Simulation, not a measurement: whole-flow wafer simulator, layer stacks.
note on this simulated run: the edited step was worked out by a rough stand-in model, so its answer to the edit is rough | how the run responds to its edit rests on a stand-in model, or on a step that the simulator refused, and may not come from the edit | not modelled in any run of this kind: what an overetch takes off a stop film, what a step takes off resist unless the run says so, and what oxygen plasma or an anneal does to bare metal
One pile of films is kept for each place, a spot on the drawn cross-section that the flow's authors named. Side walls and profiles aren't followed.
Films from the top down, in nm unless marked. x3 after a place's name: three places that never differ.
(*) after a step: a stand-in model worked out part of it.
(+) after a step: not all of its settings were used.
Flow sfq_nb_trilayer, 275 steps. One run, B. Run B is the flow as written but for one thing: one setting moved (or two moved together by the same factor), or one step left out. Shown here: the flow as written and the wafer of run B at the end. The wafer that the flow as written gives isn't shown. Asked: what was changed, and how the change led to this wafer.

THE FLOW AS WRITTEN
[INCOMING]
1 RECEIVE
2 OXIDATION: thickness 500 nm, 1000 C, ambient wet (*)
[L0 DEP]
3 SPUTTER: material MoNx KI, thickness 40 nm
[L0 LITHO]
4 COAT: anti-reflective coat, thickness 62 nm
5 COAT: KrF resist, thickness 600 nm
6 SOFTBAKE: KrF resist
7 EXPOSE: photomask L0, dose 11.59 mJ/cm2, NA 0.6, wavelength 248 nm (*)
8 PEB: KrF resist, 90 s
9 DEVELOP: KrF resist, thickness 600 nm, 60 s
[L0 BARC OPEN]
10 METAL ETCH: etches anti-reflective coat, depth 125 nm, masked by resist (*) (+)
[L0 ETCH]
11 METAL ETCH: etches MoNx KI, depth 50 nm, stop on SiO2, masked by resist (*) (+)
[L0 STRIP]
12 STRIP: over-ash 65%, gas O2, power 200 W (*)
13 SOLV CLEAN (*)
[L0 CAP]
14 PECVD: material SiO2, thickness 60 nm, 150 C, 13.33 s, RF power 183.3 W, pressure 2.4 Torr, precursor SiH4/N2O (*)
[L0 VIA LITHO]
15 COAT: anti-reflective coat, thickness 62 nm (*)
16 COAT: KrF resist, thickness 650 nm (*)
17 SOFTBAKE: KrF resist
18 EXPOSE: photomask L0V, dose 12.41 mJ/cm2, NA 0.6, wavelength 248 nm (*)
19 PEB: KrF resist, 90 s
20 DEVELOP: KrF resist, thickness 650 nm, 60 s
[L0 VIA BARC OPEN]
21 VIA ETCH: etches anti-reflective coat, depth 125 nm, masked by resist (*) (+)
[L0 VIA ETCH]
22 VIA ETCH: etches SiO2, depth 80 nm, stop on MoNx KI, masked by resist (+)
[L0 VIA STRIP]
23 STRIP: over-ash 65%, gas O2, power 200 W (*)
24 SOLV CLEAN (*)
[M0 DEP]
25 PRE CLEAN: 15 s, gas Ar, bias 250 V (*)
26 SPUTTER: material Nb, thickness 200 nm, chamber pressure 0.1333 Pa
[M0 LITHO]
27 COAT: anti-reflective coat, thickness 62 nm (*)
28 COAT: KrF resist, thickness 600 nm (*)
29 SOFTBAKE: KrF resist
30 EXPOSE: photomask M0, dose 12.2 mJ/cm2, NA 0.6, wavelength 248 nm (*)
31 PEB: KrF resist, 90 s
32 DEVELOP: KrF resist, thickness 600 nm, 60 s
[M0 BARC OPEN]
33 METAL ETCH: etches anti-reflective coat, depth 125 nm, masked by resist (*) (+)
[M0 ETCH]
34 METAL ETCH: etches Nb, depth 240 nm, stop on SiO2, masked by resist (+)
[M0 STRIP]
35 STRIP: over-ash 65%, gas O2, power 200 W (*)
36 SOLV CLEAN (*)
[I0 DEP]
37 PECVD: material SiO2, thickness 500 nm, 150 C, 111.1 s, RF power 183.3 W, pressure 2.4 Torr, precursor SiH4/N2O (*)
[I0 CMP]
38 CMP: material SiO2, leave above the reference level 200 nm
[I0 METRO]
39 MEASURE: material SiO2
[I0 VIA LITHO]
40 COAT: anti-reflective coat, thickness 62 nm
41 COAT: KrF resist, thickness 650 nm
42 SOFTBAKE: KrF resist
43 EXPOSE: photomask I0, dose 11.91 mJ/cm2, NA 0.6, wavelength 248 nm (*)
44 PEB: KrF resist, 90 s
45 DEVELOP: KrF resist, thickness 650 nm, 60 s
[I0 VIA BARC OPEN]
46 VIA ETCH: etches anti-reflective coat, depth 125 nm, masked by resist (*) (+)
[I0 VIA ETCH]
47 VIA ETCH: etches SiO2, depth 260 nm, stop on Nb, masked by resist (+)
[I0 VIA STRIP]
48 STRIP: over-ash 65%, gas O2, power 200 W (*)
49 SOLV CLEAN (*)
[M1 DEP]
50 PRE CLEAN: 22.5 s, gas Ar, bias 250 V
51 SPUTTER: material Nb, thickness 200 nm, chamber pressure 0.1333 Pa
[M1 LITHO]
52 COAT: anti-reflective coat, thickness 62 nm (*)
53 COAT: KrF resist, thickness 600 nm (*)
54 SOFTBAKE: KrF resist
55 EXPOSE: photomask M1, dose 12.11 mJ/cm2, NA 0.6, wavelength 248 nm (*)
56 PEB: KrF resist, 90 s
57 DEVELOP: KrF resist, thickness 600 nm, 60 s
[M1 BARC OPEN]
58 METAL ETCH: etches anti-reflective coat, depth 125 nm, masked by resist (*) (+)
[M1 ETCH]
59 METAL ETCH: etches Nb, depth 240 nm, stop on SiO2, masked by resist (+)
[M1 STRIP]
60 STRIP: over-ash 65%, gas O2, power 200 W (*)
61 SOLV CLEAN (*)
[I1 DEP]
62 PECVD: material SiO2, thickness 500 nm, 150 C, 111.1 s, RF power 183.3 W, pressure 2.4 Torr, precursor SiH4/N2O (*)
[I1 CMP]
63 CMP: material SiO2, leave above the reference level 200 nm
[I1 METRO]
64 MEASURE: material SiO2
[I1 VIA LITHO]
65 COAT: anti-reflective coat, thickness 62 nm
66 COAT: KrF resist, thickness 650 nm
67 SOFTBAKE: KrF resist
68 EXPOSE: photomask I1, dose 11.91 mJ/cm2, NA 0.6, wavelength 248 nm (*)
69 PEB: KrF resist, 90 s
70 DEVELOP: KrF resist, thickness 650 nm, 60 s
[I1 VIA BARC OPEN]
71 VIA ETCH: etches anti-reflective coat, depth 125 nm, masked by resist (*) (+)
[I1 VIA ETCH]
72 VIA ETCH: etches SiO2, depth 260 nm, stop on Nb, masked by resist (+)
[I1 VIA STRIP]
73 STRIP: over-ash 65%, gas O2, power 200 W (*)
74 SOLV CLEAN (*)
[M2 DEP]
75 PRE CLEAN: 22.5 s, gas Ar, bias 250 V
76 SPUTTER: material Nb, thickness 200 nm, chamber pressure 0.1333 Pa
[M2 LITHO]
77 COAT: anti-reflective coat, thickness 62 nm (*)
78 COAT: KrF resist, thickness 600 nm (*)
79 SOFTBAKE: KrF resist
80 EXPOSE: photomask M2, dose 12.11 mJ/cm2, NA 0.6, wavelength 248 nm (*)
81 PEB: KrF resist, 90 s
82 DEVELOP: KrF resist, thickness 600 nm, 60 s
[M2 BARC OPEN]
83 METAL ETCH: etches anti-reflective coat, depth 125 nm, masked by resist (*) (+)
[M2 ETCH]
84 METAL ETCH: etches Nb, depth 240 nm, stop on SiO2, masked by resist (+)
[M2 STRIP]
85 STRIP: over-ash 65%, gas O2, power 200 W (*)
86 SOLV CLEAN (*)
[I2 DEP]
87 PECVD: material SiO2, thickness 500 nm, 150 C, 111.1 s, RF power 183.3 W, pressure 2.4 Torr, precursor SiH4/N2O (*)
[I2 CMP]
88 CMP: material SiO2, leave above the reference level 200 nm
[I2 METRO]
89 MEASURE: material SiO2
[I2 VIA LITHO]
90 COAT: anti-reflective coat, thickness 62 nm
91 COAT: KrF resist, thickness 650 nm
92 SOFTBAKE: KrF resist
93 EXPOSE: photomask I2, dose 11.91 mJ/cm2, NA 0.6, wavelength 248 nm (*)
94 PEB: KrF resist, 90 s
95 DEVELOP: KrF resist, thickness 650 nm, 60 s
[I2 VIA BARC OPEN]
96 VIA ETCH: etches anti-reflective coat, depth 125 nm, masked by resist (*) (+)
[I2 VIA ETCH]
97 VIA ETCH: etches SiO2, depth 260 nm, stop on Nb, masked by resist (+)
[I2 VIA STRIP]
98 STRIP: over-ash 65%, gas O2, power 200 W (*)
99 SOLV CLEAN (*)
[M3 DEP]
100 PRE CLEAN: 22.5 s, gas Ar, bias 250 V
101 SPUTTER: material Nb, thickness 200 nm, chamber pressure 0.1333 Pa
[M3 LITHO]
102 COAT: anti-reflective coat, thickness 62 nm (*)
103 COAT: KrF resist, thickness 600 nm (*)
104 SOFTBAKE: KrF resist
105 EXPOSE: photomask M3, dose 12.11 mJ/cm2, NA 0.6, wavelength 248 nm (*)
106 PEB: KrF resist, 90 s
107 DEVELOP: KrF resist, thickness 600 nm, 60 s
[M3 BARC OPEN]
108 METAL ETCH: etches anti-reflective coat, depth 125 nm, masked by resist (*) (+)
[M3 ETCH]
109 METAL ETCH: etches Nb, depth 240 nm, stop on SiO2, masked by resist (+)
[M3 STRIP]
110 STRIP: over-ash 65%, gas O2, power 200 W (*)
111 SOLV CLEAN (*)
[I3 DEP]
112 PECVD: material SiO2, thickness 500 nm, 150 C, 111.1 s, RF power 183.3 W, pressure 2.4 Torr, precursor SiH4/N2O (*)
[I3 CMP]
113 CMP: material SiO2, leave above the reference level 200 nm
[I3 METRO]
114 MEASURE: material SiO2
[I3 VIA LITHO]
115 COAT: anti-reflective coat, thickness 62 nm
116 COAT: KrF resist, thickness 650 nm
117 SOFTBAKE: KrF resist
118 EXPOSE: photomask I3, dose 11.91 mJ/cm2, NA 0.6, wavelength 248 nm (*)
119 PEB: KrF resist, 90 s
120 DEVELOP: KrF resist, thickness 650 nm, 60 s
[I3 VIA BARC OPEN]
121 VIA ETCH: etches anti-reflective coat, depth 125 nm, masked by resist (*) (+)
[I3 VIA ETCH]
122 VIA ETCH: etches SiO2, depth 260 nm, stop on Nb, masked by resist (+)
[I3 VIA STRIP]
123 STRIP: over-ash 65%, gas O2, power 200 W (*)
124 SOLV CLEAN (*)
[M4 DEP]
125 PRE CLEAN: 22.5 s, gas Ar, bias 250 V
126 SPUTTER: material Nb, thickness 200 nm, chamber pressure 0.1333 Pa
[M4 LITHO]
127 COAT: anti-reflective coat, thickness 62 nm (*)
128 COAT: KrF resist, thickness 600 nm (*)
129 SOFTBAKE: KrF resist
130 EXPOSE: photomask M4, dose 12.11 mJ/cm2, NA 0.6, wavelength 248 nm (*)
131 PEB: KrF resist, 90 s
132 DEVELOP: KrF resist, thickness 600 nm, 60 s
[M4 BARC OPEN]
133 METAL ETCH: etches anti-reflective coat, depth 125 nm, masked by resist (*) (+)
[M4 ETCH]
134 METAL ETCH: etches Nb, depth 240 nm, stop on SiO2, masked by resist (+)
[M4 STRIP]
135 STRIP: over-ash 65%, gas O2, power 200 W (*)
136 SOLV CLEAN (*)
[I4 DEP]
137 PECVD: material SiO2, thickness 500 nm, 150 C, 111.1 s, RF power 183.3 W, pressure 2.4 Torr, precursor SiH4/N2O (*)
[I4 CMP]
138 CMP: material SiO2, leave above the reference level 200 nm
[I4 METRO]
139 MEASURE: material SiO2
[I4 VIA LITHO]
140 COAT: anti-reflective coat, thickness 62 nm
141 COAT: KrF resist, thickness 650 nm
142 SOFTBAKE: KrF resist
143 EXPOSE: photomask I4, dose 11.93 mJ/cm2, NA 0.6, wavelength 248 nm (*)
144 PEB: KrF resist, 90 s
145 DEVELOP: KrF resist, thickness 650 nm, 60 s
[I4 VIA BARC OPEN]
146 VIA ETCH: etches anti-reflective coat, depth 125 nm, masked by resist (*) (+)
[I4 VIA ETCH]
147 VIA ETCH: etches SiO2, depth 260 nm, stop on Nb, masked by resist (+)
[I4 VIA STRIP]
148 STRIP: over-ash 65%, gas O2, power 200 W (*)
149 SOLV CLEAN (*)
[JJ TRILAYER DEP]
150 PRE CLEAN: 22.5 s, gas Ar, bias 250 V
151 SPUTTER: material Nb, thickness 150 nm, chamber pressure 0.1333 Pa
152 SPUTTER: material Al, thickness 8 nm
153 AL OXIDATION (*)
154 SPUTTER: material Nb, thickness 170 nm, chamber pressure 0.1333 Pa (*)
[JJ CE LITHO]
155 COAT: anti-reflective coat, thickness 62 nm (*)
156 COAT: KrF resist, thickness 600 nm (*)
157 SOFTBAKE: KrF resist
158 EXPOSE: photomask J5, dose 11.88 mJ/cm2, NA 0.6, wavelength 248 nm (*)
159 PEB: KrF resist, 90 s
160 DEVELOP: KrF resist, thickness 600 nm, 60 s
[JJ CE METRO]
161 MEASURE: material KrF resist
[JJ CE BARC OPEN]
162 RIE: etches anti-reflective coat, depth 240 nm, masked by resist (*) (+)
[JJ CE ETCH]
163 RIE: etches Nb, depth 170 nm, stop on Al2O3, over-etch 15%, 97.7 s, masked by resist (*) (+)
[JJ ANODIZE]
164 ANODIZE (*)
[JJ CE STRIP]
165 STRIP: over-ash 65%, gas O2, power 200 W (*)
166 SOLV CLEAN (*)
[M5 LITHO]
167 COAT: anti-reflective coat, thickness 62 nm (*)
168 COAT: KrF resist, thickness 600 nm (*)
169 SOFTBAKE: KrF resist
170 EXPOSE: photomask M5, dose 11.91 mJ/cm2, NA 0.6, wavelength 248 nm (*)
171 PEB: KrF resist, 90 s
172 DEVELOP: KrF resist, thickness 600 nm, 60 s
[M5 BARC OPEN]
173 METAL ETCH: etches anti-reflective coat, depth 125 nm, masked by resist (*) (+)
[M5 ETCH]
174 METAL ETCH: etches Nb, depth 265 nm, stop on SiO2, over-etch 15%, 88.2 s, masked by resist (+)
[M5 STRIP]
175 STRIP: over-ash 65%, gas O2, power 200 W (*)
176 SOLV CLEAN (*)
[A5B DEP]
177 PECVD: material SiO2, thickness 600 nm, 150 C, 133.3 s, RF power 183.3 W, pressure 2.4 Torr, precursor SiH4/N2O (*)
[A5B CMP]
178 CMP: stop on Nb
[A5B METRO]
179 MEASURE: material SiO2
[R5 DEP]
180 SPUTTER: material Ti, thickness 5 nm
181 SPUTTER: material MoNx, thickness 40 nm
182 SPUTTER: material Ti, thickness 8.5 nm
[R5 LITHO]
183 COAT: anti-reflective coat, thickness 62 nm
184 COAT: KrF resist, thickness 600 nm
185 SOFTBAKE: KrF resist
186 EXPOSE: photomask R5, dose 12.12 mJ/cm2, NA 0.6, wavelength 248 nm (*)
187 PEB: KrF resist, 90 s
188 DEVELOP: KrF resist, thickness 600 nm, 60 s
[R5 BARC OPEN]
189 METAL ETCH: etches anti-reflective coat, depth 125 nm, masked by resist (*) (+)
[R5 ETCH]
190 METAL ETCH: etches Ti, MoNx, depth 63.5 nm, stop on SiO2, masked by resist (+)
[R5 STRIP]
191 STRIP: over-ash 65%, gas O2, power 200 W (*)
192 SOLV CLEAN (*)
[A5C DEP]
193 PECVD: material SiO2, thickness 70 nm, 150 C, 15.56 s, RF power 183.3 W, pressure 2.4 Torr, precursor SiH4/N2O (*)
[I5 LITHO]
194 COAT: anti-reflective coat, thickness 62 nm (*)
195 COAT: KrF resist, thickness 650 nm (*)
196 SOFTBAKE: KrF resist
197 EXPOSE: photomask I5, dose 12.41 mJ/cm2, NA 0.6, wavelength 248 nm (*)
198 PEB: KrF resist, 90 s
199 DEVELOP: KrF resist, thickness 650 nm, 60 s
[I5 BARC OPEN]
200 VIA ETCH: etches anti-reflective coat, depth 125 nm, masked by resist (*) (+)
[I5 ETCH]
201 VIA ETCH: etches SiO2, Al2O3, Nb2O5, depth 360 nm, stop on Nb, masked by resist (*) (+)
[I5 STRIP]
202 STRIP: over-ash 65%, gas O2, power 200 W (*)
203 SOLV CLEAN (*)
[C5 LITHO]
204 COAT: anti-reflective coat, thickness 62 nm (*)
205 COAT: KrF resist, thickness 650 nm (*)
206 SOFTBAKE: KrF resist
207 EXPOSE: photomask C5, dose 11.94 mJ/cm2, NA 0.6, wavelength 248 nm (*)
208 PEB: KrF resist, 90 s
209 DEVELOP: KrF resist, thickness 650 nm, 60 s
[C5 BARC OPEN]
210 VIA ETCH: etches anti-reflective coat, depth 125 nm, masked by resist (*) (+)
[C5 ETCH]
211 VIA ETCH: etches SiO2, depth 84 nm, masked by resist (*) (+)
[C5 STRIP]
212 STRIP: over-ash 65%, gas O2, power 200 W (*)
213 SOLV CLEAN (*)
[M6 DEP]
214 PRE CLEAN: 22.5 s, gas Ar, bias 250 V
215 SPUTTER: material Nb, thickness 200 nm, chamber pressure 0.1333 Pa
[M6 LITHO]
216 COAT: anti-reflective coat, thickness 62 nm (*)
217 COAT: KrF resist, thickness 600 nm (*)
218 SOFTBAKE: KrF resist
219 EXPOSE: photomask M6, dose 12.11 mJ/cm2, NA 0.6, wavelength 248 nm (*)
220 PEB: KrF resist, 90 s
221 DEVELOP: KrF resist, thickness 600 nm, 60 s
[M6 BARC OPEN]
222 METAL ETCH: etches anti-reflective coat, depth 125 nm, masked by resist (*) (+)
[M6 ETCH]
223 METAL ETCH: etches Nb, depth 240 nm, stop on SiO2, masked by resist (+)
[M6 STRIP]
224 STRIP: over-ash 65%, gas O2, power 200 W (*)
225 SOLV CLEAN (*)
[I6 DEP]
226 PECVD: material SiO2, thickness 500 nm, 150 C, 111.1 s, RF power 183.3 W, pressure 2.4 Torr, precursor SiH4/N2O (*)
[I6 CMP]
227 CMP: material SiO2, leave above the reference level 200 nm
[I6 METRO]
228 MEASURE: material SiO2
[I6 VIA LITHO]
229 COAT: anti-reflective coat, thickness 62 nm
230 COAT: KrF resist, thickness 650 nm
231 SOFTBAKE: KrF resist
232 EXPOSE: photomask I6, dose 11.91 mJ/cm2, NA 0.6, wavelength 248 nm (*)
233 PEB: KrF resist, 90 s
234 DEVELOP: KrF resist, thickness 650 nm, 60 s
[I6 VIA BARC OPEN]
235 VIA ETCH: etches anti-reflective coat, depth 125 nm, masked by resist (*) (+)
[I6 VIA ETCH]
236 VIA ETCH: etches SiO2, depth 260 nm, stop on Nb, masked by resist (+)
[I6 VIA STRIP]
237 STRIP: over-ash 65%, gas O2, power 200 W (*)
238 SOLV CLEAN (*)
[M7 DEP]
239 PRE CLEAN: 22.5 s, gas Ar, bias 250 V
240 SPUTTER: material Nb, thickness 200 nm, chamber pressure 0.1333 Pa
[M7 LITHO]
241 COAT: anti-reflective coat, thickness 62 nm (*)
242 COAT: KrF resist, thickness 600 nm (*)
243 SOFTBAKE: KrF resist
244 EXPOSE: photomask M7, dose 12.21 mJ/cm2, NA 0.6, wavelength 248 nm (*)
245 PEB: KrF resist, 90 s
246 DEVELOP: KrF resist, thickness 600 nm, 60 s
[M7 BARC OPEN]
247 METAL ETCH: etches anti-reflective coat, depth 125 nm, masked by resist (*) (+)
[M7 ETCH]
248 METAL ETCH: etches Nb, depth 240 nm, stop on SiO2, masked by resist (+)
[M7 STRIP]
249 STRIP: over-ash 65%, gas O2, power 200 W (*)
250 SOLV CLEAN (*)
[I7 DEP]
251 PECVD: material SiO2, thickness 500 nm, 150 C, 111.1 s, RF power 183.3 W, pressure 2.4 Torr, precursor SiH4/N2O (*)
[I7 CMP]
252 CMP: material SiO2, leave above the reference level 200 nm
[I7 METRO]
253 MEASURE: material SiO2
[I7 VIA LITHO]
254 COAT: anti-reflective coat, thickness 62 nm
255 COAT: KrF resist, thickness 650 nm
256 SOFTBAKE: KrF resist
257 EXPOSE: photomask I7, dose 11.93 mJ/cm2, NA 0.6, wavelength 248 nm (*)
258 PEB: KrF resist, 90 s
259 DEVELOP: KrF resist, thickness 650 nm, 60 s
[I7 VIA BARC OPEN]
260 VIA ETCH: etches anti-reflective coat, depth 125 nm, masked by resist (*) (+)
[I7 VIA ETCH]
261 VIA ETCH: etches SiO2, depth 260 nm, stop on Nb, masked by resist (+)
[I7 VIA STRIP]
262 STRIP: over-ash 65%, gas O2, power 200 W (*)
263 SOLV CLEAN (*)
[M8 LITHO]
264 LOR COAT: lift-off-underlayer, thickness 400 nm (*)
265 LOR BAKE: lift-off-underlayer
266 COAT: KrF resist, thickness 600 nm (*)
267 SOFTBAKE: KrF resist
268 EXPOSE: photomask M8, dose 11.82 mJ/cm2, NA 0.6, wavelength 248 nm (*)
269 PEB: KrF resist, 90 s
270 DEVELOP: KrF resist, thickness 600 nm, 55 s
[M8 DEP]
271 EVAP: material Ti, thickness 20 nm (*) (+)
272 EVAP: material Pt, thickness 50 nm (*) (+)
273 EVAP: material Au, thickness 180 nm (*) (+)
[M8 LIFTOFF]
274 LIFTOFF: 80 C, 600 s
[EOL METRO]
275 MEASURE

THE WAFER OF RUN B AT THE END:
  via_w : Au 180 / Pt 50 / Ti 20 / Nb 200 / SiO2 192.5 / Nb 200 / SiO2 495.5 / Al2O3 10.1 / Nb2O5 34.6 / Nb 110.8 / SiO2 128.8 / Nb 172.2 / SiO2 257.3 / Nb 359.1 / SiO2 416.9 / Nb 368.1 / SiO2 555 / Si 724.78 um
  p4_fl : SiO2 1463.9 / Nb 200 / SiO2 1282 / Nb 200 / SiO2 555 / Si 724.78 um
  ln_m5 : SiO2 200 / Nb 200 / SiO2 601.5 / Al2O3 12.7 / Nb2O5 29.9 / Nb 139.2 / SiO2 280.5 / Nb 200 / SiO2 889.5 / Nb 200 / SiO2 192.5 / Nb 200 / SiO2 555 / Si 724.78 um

The cause: step 112, PECVD: thickness 312 nm was run, where the flow has thickness 500 nm; step 112, PECVD: 69.44 s was run, where the flow has 111.1 s.

How the change led to this, step by step:
  112 PECVD: material SiO2, thickness 500 nm, 150 C, 111.1 s, RF power 183.3 W, pressure 2.4 Torr, precursor SiH4/N2O (*)
      field_l, be, be_sur and 64 more: SiO2 +312 (as written it would be: SiO2 +500)
      v_sur, via_wl, via_wr and 27 more: SiO2 +312 (new film) (as written it would be: SiO2 +500 (new film))
      (and at 9 more places)
  113 CMP: material SiO2, leave above the reference level 200 nm
      field_l, be, be_sur and 64 more: nothing (as written it would be: SiO2 -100)
      p4_g1, p4_g2, p3_s0, p3_s1, p3_s2, p3_s3, p3_s4, p3_s5: nothing (as written it would be: SiO2 -157.1)
      (and at 31 more places)
  115 COAT: anti-reflective coat, thickness 62 nm
      m0r_line_l, m0r_line_r, m6r_line_l, m6r_line_r, m7r_line_l, m7r_line_r: anti-reflective coat +63.5 (new film) (as written it would be: anti-reflective coat +62 (new film))
      m0r_space_l, m0r_space_r, m6r_space_l, m6r_space_r, m7r_space_l, m7r_space_r: anti-reflective coat +74.3 (new film) (as written it would be: anti-reflective coat +62 (new film))
      (and at 75 more places)
  116 COAT: KrF resist, thickness 650 nm
      m0r_line_l, m0r_line_r, m6r_line_l, m6r_line_r, m7r_line_l, m7r_line_r: KrF resist +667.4 (new film) (as written it would be: KrF resist +650 (new film))
      p4_fl, p3_s1: KrF resist +665.5 (new film) (as written it would be: KrF resist +650 (new film))
      (and at 47 more places)
  120 DEVELOP: KrF resist, thickness 650 nm, 60 s
      via_v: KrF resist -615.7 (all of it) (as written it would be: KrF resist -648.6 (all of it))
  121 VIA ETCH: etches anti-reflective coat, depth 125 nm, masked by resist (*) (+)
      field_l, v_sur, via_wl and 102 more: KrF resist -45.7 (as written it would be: KrF resist -51.7)
      via_v: anti-reflective coat -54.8 (all of it), SiO2 -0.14 (as written it would be: anti-reflective coat -62 (all of it), SiO2 -0.16)
  123 STRIP: over-ash 65%, gas O2, power 200 W (*)
      m0r_line_l, m0r_line_r, m6r_line_l, m6r_line_r, m7r_line_l, m7r_line_r: KrF resist -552 (all of it), anti-reflective coat -63.5 (all of it) (as written it would be: KrF resist -528.6 (all of it), anti-reflective coat -62 (all of it))
      m0r_space_l, m0r_space_r, m6r_space_l, m6r_space_r, m7r_space_l, m7r_space_r: KrF resist -544.8 (all of it), anti-reflective coat -74.3 (all of it) (as written it would be: KrF resist -528.6 (all of it), anti-reflective coat -62 (all of it))
      (and at 82 more places)
  126 SPUTTER: material Nb, thickness 200 nm, chamber pressure 0.1333 Pa
      via_w: Nb +172.2 (new film) (as written it would be: Nb +200 (new film))
  127 COAT: anti-reflective coat, thickness 62 nm (*)
      m0r_line_l, m0r_line_r, m6r_line_l, m6r_line_r, m7r_line_l, m7r_line_r: anti-reflective coat +63.6 (new film) (as written it would be: anti-reflective coat +62 (new film))
      m0r_space_l, m0r_space_r, m6r_space_l, m6r_space_r, m7r_space_l, m7r_space_r: anti-reflective coat +72 (new film) (as written it would be: anti-reflective coat +62 (new film))
      (and at 75 more places)
  128 COAT: KrF resist, thickness 600 nm (*)
      m0r_line_l, m0r_line_r, m6r_line_l, m6r_line_r, m7r_line_l, m7r_line_r: KrF resist +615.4 (new film) (as written it would be: KrF resist +600 (new film))
      p3_s1, wl_f_sr: KrF resist +619.6 (new film) (as written it would be: KrF resist +600 (new film))
      (and at 49 more places)
  132 DEVELOP: KrF resist, thickness 600 nm, 60 s
      m0r_line_l, m0r_line_r, m6r_line_l, m6r_line_r, m7r_line_l, m7r_line_r: KrF resist -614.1 (all of it) (as written it would be: KrF resist -598.7 (all of it))
      p3_s1, wl_f_sr: KrF resist -618.3 (all of it) (as written it would be: KrF resist -598.7 (all of it))
      (and at 22 more places)
  133 METAL ETCH: etches anti-reflective coat, depth 125 nm, masked by resist (*) (+)
      v_sur, via_wl, via_w and 36 more: KrF resist -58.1 (as written it would be: KrF resist -51.7)
      m0r_line_l, m0r_line_r, m6r_line_l, m6r_line_r, m7r_line_l, m7r_line_r: anti-reflective coat -63.6 (all of it) (as written it would be: anti-reflective coat -62 (all of it))
      (and at 45 more places)
  135 STRIP: over-ash 65%, gas O2, power 200 W (*)
      v_sur: KrF resist -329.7 (all of it), anti-reflective coat -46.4 (all of it) (as written it would be: KrF resist -379.9 (all of it), anti-reflective coat -61.4 (all of it))
      via_wl: KrF resist -334.4 (all of it), anti-reflective coat -42.1 (all of it) (as written it would be: KrF resist -379.4 (all of it), anti-reflective coat -61.3 (all of it))
      (and at 34 more places)
  137 PECVD: material SiO2, thickness 500 nm, 150 C, 111.1 s, RF power 183.3 W, pressure 2.4 Torr, precursor SiH4/N2O (*)
      p3_s0, p3_s1, p3_s2, p3_s3, p3_s4, p3_s5: SiO2 +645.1 (as written it would be: SiO2 +557.1)
      via_w: SiO2 +553.5 (new film) (as written it would be: SiO2 +500 (new film))
  138 CMP: material SiO2, leave above the reference level 200 nm
      field_l, be, be_sur and 55 more: SiO2 -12 (as written it would be: SiO2 -100)
      ln_m5, lsp_m, ln_m6, p4_fl, p4_fm, p4_g1, p4_g2, p4_fr: SiO2 -212 (as written it would be: SiO2 -300)
      (and at 4 more places)
  147 VIA ETCH: etches SiO2, depth 260 nm, stop on Nb, masked by resist (+)
      via_w: SiO2 -260 (as written it would be: SiO2 -199.8 (all of it))
  ... 14 more steps ...
  178 CMP: stop on Nb
      via_w: SiO2 -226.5 (as written it would be: SiO2 -235.2)
Counting metal films that touch as one body, via_w has 6 bodies (between them, from the top down: SiO2 192.5; SiO2 495.5 / Al2O3 10.1 / Nb2O5 34.6; SiO2 128.8; SiO2 257.3; SiO2 416.9); the flow as written gives 5 bodies (between them, from the top down: SiO2 192.5; SiO2 427.3 / Al2O3 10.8 / Nb2O5 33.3; SiO2 425.9; SiO2 416.9).
